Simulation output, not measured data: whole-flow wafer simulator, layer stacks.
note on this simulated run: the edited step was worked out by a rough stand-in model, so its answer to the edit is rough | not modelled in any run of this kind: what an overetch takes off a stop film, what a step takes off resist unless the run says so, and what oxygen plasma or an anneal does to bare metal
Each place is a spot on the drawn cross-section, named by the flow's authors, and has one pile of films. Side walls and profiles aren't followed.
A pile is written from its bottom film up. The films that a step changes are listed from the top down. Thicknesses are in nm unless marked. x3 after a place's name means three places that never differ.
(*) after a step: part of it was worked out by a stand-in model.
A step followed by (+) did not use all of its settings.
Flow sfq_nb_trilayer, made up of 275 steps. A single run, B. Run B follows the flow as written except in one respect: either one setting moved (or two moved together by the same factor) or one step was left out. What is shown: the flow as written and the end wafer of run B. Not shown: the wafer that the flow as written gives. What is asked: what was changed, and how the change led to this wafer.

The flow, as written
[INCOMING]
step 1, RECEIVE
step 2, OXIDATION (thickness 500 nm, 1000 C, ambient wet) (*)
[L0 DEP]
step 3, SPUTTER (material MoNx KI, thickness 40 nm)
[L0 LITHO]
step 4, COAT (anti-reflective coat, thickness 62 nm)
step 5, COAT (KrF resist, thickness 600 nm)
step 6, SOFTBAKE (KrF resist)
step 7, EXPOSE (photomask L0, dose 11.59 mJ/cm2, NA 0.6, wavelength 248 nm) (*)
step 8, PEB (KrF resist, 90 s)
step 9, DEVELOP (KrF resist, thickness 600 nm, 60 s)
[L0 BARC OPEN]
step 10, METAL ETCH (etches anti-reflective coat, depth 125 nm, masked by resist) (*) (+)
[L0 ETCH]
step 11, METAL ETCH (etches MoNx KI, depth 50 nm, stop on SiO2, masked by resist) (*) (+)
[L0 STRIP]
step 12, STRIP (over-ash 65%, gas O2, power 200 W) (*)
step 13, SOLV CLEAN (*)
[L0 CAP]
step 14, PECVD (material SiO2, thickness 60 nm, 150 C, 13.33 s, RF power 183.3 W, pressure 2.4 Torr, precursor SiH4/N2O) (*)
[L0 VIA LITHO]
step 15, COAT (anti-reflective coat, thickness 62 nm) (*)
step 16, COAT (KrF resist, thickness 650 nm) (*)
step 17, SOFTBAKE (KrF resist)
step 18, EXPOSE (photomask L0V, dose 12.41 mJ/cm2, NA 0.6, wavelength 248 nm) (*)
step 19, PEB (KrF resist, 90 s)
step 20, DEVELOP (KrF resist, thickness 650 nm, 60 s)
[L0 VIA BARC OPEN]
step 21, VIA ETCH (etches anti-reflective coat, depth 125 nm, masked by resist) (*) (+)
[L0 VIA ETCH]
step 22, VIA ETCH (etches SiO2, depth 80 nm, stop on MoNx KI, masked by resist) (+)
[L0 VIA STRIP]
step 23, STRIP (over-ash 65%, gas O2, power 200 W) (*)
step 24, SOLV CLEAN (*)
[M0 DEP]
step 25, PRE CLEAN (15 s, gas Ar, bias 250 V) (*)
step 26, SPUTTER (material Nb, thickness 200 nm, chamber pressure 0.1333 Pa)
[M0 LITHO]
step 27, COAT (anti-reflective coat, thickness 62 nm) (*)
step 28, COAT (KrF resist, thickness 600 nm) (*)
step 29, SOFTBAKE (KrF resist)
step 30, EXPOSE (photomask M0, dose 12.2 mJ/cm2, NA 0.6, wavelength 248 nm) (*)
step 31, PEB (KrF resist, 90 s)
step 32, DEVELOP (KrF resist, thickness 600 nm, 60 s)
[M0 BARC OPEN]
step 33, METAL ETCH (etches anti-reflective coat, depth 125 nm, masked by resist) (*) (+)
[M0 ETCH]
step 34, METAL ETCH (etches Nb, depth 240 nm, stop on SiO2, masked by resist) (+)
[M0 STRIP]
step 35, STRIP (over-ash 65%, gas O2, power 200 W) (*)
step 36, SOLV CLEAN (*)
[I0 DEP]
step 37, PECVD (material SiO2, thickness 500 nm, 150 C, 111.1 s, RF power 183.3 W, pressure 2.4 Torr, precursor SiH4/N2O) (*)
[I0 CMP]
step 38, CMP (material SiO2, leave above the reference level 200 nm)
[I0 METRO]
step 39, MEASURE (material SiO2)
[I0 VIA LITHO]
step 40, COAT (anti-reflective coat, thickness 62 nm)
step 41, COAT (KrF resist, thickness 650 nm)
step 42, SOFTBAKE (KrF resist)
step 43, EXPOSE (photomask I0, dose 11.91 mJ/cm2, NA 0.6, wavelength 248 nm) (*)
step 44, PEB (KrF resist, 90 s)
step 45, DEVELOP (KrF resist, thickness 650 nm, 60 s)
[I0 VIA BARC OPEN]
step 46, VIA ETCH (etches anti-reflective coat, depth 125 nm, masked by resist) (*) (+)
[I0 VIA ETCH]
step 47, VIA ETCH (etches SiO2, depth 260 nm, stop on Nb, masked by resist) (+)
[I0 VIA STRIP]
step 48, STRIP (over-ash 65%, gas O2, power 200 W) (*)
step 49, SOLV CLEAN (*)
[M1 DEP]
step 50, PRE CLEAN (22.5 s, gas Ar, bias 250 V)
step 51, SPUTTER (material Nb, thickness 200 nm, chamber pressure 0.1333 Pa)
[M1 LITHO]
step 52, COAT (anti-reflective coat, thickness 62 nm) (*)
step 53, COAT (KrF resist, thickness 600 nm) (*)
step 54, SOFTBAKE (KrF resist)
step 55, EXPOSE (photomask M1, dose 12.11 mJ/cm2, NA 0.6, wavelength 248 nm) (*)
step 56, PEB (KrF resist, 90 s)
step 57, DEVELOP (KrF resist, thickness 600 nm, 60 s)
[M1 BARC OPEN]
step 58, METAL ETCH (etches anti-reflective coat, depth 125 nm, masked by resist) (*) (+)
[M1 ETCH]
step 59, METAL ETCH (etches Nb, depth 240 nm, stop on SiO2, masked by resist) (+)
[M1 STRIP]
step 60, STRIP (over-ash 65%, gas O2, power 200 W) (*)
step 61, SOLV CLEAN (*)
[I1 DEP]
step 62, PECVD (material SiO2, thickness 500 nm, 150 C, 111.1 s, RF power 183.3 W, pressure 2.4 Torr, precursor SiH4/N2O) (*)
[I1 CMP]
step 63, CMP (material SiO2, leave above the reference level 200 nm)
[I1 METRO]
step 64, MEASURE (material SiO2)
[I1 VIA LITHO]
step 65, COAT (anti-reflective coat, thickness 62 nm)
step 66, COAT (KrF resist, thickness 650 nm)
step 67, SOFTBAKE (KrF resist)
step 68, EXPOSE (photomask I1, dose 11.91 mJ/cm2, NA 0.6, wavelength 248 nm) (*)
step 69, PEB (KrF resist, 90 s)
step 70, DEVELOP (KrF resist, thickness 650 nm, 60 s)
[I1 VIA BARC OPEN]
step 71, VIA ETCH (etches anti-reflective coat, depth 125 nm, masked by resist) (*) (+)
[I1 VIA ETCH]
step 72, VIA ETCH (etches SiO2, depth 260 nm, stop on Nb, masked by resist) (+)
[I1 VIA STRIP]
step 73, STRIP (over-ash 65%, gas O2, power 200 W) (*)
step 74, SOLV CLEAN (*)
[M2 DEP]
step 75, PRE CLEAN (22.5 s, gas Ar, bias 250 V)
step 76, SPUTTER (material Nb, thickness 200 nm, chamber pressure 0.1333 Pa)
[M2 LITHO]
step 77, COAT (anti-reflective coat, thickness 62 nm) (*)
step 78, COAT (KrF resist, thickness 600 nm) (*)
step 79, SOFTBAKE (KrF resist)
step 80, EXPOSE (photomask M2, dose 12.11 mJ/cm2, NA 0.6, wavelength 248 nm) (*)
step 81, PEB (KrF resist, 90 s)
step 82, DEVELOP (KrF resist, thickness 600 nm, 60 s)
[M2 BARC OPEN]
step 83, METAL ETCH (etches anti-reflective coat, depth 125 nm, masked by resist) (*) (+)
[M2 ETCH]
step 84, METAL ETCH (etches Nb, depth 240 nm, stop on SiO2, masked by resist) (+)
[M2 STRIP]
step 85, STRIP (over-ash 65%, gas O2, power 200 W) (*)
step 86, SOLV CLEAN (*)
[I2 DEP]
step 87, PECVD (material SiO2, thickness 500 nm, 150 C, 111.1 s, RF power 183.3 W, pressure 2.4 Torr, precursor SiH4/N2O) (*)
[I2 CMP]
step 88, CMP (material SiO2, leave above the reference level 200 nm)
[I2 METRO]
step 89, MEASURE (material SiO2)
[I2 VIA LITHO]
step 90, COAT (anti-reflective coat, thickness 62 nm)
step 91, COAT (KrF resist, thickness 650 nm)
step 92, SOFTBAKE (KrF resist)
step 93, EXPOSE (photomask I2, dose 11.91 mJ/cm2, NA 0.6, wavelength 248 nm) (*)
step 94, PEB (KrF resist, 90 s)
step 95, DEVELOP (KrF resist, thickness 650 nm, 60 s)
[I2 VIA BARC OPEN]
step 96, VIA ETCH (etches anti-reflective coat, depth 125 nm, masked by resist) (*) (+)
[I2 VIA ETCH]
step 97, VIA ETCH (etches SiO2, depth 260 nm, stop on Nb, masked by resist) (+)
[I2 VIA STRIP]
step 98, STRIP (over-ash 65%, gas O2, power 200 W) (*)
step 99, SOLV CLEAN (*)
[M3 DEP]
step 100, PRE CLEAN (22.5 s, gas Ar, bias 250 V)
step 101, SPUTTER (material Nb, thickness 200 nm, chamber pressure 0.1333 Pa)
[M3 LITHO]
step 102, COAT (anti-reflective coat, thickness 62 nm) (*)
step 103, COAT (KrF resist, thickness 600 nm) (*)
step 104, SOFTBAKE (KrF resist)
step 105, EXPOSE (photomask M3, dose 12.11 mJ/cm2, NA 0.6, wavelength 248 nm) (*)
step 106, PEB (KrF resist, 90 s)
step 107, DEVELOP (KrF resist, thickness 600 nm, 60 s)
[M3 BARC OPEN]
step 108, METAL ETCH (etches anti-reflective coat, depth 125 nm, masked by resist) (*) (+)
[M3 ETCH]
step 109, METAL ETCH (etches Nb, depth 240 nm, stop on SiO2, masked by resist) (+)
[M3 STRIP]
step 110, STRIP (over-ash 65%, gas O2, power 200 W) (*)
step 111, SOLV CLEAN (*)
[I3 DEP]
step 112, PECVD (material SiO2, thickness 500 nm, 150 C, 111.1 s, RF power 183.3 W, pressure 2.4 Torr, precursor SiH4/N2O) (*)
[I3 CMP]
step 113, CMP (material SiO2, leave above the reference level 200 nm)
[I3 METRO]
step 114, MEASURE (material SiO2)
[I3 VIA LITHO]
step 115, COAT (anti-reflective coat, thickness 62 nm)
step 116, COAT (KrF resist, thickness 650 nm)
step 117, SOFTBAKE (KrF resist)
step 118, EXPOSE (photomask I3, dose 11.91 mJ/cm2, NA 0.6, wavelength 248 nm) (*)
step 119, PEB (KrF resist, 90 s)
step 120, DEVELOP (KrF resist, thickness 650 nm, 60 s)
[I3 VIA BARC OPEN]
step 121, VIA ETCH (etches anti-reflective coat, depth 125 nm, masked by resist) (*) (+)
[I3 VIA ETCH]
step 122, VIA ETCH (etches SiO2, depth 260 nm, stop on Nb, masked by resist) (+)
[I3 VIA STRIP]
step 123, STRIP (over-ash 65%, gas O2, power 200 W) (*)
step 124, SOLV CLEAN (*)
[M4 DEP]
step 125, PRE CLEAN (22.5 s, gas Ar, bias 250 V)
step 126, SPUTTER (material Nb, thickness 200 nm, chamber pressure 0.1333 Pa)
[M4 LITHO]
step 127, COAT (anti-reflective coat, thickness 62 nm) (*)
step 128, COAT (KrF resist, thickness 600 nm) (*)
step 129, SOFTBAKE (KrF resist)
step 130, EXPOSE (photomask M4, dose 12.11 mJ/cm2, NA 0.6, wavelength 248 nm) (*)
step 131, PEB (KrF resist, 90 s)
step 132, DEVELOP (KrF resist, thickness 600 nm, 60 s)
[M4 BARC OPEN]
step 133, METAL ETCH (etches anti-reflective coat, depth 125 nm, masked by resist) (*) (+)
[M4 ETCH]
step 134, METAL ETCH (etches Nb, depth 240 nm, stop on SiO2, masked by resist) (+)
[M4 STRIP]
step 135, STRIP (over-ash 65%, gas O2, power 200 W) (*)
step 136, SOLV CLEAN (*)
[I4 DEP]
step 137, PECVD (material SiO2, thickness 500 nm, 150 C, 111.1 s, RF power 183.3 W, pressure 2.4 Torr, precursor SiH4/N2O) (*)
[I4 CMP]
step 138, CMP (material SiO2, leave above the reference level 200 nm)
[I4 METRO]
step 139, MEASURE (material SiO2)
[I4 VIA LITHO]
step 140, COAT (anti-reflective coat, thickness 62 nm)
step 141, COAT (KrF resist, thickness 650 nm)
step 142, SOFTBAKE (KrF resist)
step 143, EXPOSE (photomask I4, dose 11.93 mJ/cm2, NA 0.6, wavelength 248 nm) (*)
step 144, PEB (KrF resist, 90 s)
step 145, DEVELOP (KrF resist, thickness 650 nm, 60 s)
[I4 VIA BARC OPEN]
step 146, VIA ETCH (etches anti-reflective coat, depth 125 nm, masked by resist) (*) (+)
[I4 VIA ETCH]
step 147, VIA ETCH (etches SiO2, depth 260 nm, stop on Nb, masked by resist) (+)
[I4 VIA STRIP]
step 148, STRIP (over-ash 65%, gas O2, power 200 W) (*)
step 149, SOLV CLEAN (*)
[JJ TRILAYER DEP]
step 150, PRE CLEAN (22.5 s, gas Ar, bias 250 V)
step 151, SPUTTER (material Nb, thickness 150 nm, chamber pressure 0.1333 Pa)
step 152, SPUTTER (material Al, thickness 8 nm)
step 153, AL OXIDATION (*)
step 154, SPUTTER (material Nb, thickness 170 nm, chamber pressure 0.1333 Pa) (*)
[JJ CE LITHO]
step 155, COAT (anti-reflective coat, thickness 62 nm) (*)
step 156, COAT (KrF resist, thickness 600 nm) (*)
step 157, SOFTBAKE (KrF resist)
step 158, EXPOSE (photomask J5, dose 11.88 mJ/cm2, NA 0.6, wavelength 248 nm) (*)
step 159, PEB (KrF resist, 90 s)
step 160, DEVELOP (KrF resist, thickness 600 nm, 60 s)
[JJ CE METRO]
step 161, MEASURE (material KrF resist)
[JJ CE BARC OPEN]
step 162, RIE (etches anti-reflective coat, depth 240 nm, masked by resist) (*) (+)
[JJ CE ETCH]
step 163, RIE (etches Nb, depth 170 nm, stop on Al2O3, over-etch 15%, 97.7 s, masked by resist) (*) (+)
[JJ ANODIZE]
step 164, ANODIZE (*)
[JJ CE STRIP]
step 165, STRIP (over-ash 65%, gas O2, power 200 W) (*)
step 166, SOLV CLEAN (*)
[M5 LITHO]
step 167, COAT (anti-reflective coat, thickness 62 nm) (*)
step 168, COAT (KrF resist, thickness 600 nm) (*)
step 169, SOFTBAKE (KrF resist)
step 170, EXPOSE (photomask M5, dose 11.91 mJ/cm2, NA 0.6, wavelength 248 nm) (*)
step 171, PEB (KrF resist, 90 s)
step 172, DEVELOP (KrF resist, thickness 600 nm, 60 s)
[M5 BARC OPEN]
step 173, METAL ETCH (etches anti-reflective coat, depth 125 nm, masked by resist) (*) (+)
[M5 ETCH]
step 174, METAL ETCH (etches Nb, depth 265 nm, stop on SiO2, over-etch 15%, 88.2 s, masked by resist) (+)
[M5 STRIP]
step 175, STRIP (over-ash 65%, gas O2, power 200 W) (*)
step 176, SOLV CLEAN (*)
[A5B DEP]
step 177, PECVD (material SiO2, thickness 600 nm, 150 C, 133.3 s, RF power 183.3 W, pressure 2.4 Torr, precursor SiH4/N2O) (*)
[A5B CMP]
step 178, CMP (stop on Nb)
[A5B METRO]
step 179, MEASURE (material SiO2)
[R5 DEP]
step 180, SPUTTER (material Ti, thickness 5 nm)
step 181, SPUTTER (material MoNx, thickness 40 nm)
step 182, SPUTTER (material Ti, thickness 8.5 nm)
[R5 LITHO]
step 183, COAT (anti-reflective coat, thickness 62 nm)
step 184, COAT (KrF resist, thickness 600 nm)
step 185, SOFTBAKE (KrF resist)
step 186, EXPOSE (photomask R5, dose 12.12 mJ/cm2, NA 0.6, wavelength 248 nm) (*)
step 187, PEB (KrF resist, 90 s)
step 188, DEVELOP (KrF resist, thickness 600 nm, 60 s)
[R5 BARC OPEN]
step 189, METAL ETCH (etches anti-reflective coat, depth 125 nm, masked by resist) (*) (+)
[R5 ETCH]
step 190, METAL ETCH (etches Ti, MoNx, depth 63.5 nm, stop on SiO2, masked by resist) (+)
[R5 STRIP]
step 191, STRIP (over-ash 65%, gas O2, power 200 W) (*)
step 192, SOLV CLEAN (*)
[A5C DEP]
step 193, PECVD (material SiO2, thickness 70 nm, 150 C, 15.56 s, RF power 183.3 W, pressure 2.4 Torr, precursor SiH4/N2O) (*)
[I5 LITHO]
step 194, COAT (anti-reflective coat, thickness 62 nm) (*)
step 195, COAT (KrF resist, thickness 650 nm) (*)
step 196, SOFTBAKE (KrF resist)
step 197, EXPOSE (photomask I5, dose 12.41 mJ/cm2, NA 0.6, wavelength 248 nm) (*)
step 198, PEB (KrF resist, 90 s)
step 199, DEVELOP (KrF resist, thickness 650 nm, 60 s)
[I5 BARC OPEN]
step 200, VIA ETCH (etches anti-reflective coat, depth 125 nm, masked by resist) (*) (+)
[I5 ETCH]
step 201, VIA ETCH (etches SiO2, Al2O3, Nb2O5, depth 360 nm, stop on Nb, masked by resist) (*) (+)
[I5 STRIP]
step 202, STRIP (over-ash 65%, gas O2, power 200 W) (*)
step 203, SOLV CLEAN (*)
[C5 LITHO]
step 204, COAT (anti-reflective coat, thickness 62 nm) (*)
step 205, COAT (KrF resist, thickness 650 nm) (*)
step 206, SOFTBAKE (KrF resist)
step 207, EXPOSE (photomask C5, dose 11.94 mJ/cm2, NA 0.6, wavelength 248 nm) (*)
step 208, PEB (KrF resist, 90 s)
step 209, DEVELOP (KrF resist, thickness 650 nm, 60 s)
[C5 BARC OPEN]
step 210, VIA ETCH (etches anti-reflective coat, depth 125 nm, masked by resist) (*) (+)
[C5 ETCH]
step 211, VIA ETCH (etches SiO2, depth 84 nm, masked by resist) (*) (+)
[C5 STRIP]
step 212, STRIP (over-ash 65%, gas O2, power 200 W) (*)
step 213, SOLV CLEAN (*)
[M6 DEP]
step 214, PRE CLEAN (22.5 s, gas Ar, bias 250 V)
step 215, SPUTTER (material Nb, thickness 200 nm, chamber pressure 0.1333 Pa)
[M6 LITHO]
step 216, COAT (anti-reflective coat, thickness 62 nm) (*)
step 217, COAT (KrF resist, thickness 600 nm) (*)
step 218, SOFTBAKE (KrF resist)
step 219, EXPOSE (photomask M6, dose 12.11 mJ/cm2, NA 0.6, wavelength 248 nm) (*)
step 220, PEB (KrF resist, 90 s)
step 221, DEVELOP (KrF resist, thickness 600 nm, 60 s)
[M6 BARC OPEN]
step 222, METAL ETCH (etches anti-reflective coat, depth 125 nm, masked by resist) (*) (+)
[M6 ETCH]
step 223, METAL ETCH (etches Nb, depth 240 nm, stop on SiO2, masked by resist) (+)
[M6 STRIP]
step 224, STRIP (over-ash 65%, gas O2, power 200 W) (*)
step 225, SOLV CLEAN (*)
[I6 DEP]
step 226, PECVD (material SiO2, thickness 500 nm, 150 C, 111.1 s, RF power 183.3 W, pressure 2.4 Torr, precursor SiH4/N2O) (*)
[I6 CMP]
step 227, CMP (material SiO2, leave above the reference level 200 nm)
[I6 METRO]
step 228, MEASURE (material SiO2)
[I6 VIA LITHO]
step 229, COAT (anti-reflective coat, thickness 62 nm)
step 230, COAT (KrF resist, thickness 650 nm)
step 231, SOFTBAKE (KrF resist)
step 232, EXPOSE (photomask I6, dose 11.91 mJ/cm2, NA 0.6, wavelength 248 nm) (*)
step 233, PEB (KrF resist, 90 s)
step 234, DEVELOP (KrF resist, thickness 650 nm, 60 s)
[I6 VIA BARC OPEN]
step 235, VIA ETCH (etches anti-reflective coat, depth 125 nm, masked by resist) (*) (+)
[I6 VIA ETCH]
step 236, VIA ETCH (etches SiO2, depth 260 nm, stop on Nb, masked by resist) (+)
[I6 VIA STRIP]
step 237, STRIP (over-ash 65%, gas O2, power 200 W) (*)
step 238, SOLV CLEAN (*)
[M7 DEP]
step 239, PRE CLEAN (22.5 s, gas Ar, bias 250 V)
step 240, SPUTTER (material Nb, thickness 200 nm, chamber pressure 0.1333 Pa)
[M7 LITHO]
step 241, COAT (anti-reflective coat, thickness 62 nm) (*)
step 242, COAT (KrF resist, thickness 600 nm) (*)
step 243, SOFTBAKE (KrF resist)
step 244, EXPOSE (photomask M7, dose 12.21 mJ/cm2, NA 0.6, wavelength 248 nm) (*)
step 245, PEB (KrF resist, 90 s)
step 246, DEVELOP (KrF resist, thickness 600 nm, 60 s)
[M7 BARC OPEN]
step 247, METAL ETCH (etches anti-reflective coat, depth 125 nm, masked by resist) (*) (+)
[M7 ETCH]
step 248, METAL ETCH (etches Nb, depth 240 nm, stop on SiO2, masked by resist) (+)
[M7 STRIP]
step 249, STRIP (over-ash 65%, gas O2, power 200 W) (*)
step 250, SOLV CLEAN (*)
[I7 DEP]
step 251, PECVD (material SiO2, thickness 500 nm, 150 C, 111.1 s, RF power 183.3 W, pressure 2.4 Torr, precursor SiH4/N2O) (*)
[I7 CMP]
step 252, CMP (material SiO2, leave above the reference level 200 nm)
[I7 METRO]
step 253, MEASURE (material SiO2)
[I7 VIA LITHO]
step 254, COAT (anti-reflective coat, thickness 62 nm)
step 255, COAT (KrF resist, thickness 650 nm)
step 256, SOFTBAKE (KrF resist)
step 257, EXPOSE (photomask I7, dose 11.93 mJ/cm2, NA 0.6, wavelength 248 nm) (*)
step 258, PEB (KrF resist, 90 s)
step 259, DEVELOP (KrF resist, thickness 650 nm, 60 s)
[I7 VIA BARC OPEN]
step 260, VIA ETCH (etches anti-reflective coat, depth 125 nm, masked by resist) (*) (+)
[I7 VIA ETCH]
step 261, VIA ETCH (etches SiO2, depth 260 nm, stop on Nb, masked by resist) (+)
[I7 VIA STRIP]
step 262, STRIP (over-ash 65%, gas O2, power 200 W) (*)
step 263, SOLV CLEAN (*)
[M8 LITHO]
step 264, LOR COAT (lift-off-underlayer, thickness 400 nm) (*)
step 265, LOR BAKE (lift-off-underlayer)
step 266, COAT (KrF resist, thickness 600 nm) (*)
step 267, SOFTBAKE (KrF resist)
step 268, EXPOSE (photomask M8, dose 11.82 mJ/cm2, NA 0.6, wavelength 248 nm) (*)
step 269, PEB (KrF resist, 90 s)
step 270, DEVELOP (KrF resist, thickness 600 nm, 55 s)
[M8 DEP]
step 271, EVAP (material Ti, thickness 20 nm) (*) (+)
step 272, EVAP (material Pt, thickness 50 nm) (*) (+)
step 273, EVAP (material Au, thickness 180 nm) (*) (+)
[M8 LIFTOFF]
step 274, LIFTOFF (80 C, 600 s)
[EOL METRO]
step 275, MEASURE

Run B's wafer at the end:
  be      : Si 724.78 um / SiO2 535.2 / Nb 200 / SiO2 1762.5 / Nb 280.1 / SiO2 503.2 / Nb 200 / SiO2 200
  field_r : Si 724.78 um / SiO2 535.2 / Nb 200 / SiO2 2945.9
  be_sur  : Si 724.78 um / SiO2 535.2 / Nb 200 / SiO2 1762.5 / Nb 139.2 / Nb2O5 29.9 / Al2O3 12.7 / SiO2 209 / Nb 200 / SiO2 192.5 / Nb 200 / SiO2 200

Cause: step 14, PECVD: thickness 40.2 nm was run, whereas the flow has thickness 60 nm; step 14, PECVD: 8.933 s was run, where the flow has 13.33 s.

Step by step, how the change led to this:
  step 14, PECVD (material SiO2, thickness 60 nm, 150 C, 13.33 s, RF power 183.3 W, pressure 2.4 Torr, precursor SiH4/N2O) (*)
      v_sur, via_wl, via_w and 97 more: +40.2 SiO2 (as written it would have been: +60 SiO2)
      field_l, l0_sur, l0v, l0r_line_l, l0r_line_c, l0r_line_r: +40.2 SiO2 (new film) (as written it would have been: +60 SiO2 (new film))
  step 22, VIA ETCH (etches SiO2, depth 80 nm, stop on MoNx KI, masked by resist) (+)
      field_l, v_sur, via_wl and 102 more: -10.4 KrF resist (as written it would have been: -13.8 KrF resist)
      l0v: -40 SiO2 (all of it) (as written it would have been: -59.8 SiO2 (all of it))
  step 26, SPUTTER (material Nb, thickness 200 nm, chamber pressure 0.1333 Pa)
      l0v: +200 Nb (new film) (as written it would have been: +195.7 Nb (new film))
  step 27, COAT (anti-reflective coat, thickness 62 nm) (*)
      l0_sur: +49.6 anti-reflective coat (new film) (as written it would have been: +47.5 anti-reflective coat (new film))
      l0v: +71.6 anti-reflective coat (new film) (as written it would have been: +78 anti-reflective coat (new film))
  step 28, COAT (KrF resist, thickness 600 nm) (*)
      l0v: +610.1 KrF resist (new film) (as written it would have been: +622.9 KrF resist (new film))
  step 35, STRIP (over-ash 65%, gas O2, power 200 W) (*)
      l0_sur: -373.3 KrF resist (all of it), -49.6 anti-reflective coat (all of it) (as written it would have been: -372 KrF resist (all of it), -47.5 anti-reflective coat (all of it))
      l0v: -392.4 KrF resist (all of it), -71.6 anti-reflective coat (all of it) (as written it would have been: -405.3 KrF resist (all of it), -78 anti-reflective coat (all of it))
  step 38, CMP (material SiO2, leave above the reference level 200 nm)
      l0v: -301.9 SiO2 (as written it would have been: -277.8 SiO2)
